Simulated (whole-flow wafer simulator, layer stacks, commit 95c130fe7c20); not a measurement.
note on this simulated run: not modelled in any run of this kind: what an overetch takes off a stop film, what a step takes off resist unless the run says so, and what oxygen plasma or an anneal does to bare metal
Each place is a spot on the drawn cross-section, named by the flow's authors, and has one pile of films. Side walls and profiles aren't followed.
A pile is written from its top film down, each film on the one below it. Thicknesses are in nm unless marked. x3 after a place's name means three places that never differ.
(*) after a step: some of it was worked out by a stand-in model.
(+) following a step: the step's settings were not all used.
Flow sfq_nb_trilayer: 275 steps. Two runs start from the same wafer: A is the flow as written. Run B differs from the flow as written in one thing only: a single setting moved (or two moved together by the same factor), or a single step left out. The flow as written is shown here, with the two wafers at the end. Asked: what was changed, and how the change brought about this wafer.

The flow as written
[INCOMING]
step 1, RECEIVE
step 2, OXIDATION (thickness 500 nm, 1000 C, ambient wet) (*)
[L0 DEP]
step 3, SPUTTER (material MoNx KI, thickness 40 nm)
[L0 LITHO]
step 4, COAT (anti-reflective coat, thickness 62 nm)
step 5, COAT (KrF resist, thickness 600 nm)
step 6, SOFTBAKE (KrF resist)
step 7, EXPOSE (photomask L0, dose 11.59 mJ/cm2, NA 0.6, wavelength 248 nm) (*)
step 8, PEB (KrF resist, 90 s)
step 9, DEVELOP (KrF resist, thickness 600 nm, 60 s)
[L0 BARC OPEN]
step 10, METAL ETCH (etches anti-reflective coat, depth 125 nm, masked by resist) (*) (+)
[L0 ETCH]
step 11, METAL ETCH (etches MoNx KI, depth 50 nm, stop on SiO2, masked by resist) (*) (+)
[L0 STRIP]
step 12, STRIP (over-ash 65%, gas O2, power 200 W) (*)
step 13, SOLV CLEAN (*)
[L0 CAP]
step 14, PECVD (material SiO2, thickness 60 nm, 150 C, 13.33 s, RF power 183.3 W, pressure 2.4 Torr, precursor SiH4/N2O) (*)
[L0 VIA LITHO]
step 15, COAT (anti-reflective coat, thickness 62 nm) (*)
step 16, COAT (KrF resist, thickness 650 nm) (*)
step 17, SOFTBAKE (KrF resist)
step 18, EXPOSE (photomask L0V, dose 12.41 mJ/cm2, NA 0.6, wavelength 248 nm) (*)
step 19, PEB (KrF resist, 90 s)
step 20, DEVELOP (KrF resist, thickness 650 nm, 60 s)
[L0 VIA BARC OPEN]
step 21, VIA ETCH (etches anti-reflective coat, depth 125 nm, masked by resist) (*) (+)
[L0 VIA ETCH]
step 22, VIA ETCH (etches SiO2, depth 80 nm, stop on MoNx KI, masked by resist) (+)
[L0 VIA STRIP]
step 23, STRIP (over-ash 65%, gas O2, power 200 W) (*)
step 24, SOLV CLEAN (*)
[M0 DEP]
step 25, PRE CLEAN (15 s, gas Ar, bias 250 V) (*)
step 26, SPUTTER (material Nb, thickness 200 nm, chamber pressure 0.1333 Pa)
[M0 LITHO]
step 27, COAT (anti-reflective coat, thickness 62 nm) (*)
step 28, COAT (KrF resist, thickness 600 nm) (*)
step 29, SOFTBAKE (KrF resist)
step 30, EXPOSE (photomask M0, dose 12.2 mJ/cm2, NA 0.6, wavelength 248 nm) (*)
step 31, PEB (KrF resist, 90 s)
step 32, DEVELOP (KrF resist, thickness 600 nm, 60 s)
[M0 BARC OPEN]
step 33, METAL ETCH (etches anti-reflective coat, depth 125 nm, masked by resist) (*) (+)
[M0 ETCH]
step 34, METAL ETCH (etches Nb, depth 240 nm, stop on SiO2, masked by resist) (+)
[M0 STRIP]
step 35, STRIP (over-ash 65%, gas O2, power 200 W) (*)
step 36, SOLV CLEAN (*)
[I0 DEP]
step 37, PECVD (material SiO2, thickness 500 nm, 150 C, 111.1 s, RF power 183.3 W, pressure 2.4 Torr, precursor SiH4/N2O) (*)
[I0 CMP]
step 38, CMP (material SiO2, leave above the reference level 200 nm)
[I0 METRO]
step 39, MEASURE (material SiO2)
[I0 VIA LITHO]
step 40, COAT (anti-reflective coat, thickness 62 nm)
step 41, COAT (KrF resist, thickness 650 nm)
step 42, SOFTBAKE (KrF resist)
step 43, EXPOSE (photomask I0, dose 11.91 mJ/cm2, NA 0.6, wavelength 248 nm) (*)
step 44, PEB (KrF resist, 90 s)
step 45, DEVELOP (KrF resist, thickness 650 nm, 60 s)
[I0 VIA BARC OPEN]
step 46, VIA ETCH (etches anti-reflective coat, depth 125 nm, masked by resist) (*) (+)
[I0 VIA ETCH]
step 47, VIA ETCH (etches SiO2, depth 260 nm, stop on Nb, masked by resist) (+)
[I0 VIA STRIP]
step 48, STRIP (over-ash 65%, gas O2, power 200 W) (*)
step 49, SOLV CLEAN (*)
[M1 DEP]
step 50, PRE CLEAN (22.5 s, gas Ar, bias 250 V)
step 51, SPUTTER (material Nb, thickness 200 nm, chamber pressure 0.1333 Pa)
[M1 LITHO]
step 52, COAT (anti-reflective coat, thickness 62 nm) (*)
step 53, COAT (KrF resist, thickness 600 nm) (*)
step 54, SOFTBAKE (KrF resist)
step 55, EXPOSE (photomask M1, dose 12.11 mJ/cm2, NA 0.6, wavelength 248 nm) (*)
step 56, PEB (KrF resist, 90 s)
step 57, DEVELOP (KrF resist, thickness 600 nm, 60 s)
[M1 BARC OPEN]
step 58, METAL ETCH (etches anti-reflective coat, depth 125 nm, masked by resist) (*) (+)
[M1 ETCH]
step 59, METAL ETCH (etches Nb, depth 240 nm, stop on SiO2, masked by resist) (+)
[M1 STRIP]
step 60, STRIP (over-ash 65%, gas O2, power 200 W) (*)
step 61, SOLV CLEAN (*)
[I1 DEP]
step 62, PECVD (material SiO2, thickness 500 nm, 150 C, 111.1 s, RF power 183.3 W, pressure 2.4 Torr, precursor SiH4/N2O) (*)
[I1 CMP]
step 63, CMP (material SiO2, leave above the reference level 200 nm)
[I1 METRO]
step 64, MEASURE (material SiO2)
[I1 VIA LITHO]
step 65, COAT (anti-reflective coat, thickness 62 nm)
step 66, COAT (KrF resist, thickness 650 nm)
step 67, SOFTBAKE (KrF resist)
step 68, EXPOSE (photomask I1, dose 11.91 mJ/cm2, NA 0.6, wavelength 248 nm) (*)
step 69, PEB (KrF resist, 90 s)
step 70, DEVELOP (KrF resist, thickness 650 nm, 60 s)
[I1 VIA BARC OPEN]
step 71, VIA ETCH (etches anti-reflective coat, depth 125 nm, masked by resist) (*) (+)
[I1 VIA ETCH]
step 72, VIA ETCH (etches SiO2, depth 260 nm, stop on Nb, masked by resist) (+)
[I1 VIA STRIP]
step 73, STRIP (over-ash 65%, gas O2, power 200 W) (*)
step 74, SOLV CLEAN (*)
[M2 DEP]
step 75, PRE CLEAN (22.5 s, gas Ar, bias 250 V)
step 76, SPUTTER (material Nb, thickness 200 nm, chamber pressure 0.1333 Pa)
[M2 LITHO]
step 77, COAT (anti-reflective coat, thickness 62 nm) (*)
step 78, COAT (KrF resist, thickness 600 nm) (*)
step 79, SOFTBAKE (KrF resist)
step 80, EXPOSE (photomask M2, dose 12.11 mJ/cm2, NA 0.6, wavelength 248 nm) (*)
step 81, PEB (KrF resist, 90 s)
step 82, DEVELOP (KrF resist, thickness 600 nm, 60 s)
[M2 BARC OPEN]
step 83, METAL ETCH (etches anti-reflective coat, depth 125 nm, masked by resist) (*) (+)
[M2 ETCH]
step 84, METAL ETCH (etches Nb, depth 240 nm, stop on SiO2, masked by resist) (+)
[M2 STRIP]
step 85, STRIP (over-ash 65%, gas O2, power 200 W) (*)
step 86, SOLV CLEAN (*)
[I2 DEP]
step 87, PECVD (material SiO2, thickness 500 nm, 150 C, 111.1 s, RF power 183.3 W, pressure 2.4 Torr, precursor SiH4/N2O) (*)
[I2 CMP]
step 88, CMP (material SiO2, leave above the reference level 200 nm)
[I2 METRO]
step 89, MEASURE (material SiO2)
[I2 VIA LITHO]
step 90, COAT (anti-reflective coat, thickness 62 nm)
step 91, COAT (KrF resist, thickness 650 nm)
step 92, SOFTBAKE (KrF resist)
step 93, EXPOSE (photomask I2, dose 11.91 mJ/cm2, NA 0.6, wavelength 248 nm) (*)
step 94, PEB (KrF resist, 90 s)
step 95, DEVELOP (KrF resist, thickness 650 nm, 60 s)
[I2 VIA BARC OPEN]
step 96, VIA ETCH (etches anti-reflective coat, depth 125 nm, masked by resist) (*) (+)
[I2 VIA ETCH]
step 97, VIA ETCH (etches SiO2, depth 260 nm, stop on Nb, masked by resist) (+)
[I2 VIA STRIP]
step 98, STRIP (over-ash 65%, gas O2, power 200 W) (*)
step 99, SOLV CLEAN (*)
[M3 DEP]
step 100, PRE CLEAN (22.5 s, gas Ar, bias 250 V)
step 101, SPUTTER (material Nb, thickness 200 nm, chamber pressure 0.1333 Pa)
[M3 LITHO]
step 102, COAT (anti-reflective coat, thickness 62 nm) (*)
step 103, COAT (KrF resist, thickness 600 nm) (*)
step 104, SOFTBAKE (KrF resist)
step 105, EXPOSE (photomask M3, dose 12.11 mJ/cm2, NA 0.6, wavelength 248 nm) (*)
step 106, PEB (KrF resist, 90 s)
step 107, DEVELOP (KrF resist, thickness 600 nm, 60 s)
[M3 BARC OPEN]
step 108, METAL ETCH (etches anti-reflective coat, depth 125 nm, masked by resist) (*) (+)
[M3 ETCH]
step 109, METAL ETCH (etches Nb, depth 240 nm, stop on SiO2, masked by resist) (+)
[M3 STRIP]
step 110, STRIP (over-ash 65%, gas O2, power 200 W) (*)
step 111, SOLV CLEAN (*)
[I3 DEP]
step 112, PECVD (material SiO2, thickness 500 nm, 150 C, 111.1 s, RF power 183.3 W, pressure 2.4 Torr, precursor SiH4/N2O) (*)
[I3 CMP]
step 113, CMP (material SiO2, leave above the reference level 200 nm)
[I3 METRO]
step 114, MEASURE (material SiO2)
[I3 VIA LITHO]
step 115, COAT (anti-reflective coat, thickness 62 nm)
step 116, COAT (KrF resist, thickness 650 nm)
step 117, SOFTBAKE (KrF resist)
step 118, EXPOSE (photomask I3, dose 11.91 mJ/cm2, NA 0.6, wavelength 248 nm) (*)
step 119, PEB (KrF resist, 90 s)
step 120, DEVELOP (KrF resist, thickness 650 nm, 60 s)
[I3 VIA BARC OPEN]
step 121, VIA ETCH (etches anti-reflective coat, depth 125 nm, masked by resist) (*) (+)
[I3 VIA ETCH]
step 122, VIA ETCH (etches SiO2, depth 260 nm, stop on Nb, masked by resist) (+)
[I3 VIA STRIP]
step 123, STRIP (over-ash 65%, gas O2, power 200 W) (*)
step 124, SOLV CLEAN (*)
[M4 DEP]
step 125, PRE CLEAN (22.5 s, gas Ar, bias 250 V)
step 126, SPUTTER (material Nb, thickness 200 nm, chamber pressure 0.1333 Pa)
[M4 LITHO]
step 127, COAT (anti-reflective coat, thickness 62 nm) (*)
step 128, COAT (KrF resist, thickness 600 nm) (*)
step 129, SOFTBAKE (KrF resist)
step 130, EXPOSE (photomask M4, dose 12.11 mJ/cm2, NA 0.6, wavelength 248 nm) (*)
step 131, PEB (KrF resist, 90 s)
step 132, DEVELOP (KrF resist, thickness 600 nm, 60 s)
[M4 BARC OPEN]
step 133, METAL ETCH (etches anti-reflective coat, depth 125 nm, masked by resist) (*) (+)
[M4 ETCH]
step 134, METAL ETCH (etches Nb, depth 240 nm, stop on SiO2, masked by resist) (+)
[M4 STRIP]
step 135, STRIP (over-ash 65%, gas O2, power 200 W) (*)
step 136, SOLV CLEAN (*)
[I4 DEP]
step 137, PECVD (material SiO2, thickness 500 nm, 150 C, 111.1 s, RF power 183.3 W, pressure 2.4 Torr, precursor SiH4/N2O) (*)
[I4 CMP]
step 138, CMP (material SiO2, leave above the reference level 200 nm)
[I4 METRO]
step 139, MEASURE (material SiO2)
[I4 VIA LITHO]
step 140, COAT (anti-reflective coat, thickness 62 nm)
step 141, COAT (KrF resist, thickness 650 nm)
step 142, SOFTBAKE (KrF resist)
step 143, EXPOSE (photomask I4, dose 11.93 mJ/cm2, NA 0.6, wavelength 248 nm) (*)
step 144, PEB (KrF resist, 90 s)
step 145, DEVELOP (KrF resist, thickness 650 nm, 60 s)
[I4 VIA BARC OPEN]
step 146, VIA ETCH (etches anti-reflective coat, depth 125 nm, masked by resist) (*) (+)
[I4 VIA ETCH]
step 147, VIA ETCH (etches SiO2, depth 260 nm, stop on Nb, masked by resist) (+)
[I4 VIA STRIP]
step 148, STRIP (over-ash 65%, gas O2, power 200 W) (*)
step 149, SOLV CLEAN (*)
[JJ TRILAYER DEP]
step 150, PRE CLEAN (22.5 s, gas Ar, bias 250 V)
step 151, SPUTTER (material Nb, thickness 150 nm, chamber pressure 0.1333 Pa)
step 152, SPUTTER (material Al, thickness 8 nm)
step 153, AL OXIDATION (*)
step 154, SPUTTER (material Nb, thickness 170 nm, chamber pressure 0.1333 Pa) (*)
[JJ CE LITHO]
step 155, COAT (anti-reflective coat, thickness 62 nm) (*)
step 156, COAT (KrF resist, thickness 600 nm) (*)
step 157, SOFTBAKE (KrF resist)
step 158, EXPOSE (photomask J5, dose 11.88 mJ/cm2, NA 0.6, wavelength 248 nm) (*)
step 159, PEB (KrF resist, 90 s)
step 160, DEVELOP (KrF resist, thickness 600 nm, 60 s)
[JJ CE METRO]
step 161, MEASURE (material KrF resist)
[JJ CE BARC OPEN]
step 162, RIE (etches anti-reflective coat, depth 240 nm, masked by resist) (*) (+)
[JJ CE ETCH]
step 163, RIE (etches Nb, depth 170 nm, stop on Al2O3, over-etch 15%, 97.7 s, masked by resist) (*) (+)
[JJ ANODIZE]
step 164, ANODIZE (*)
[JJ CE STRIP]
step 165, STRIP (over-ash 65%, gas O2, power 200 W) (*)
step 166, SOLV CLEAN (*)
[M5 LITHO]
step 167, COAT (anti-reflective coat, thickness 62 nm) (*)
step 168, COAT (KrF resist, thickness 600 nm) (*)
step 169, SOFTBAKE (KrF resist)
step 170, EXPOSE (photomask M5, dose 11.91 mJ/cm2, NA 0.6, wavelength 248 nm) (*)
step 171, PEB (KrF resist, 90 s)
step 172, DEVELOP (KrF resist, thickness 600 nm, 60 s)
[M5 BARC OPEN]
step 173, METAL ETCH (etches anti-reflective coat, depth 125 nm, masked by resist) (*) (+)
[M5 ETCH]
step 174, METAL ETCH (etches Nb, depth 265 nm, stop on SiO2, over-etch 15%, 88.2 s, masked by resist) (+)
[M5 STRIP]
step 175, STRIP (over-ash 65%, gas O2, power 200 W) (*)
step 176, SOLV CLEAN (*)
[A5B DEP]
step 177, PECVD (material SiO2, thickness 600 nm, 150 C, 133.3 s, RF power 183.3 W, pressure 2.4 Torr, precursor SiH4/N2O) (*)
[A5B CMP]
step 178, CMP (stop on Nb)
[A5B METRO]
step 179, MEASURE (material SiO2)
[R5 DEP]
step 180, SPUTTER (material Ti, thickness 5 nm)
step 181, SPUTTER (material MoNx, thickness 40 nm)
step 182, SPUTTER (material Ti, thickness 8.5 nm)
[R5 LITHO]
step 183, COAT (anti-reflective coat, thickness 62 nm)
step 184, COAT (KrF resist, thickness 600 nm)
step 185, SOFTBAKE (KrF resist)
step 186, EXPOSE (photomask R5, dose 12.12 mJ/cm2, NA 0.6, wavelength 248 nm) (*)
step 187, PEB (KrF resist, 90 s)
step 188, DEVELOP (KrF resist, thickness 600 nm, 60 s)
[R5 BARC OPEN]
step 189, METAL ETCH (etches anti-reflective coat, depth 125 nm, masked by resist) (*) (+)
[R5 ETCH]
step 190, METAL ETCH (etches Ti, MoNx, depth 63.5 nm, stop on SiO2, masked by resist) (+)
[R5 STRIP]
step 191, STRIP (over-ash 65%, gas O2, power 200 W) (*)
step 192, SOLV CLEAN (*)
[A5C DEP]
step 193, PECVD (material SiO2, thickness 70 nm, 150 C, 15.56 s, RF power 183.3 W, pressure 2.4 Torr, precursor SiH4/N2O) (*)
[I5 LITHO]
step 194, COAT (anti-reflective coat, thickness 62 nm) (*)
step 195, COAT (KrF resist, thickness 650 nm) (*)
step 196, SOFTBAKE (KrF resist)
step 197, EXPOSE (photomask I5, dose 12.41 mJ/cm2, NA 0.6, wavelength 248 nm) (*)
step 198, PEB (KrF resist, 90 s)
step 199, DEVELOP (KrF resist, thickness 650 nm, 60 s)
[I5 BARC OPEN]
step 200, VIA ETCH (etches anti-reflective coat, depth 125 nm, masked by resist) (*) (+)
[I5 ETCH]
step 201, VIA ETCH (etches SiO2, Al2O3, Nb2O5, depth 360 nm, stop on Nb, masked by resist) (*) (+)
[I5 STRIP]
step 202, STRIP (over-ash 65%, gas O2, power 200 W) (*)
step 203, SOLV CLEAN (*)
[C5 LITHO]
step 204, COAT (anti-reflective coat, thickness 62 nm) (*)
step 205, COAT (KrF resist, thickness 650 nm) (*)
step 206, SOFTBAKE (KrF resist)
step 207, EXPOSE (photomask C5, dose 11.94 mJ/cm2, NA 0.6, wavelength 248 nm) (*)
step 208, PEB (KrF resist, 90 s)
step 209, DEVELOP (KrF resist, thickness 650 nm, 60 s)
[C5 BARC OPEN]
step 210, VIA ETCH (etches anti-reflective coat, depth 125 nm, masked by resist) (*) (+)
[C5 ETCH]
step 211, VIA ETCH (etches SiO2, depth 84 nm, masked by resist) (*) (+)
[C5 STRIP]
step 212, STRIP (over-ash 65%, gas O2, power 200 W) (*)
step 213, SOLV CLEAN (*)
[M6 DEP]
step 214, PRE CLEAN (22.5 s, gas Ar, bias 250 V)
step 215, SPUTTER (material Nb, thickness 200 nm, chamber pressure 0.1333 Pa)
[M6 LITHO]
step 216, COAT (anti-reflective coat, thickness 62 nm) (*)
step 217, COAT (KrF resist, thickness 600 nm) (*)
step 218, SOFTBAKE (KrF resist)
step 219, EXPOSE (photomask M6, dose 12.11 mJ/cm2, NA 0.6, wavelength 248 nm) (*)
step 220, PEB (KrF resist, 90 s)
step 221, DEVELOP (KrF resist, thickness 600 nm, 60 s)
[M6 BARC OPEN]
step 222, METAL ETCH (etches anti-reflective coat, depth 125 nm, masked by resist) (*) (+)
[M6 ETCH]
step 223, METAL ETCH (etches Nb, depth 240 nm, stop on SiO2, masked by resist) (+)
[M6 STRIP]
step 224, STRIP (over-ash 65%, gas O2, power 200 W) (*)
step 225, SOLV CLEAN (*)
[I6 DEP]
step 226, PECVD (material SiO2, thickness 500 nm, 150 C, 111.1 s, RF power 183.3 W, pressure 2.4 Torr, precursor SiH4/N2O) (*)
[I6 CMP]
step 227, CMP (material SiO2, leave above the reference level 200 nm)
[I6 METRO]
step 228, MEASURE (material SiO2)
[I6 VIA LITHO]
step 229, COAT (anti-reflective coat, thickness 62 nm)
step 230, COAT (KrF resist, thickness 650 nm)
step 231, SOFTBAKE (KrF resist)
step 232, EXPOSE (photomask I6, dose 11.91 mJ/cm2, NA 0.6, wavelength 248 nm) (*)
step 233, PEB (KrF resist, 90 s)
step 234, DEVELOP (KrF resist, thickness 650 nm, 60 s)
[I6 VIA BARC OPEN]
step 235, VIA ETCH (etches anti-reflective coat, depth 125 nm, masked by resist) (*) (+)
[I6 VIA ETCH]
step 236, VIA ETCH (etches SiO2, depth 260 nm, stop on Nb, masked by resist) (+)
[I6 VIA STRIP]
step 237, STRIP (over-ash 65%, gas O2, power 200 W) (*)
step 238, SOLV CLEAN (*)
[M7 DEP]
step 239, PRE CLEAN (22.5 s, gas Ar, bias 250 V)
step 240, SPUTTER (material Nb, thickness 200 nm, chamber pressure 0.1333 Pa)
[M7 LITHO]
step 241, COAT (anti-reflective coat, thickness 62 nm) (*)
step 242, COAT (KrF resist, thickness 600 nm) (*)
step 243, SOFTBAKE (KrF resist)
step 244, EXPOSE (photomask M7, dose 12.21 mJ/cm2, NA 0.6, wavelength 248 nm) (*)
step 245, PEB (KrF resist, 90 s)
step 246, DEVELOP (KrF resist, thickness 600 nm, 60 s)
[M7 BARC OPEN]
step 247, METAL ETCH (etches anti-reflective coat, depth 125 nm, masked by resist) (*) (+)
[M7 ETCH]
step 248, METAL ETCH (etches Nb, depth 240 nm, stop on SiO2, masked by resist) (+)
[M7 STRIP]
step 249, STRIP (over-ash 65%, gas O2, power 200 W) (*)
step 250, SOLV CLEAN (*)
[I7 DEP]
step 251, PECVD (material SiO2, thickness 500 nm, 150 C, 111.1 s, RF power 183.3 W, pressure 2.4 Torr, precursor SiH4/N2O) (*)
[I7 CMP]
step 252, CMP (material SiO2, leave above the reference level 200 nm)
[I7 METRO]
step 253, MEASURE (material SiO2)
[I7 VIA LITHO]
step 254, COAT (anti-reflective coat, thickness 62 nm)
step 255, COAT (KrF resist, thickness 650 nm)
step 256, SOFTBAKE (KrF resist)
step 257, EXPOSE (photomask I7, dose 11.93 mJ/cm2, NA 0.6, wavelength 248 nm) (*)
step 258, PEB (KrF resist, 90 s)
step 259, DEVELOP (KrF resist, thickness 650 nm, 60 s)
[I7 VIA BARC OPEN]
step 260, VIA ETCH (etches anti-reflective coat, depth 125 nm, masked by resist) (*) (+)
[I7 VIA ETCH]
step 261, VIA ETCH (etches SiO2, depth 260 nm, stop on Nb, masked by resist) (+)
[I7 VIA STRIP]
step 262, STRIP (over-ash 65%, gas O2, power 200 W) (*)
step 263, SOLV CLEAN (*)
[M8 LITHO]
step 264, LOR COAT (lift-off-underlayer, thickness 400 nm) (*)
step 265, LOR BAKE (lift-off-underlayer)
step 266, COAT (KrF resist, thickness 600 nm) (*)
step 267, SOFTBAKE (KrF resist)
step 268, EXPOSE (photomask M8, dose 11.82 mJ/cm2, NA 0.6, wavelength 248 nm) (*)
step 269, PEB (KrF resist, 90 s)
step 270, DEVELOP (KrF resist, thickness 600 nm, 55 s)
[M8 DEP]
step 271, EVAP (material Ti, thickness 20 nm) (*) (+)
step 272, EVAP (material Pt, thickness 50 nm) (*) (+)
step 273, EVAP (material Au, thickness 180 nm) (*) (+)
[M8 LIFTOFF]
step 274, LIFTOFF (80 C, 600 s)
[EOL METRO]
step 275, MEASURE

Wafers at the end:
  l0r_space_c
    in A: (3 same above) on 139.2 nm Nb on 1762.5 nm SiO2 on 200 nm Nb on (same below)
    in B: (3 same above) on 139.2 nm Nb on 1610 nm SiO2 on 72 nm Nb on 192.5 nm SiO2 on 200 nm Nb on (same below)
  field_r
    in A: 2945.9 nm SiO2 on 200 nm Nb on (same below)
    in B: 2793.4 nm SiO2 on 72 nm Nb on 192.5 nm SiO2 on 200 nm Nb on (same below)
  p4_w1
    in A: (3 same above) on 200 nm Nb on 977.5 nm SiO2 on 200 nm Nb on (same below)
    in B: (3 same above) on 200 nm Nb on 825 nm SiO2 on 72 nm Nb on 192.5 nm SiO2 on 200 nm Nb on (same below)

What caused this: step 51, SPUTTER: thickness 312 nm was run, though the flow has thickness 200 nm.

Step by step, how the change led to this:
  step 51, SPUTTER (material Nb, thickness 200 nm, chamber pressure 0.1333 Pa)
      field_l, v_sur, via_wl and 102 more: A Nb gains 200 (new film) | B Nb gains 312 (new film)
      via_w: A Nb gains 174.5 | B Nb gains 274.1
  step 52, COAT (anti-reflective coat, thickness 62 nm) (*)
      via_wr: A anti-reflective coat gains 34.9 (new film) | B anti-reflective coat gains 34.1 (new film)
  step 59, METAL ETCH (etches Nb, depth 240 nm, stop on SiO2, masked by resist) (+)
      field_l, be, be_sur and 79 more: A Nb loses 200 (all of it) | B Nb loses 240
  step 60, STRIP (over-ash 65%, gas O2, power 200 W) (*)
      via_wr: A KrF resist loses 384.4 (all of it), anti-reflective coat loses 34.9 (all of it) | B KrF resist loses 384 (all of it), anti-reflective coat loses 34.1 (all of it)
  step 62, PECVD (material SiO2, thickness 500 nm, 150 C, 111.1 s, RF power 183.3 W, pressure 2.4 Torr, precursor SiH4/N2O) (*)
      field_l, be, be_sur and 72 more: A SiO2 gains 500 | B SiO2 gains 500 (new film)
      lsp_m, ln_m6, lsp_r, l0_sur, l0v: A SiO2 gains 494.9 | B SiO2 gains 493.9 (new film)
      (and at 2 other places as well)
  step 63, CMP (material SiO2, leave above the reference level 200 nm)
      field_l, be, be_sur and 72 more: A SiO2 loses 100 | B SiO2 loses 60
      lsp_m, ln_m6, lsp_r, l0_sur, l0v: A SiO2 loses 94.9 | B SiO2 loses 53.9
      (and at 1 other place as well)
Taking metal films that touch as one body, l0r_space_c has 3 bodies (between them, from the top down: SiO2 1610; SiO2 192.5); the flow as written gives 2 bodies (between them, from the top down: SiO2 1762.5).
Taking metal films that touch as one body, field_r has 2 bodies (between them, from the top down: SiO2 192.5); the flow as written gives 1 body.
Taking metal films that touch as one body, p4_w1 has 4 bodies (between them, from the top down: SiO2 192.5; SiO2 825; SiO2 192.5); the flow as written gives 3 bodies (between them, from the top down: SiO2 192.5; SiO2 977.5).
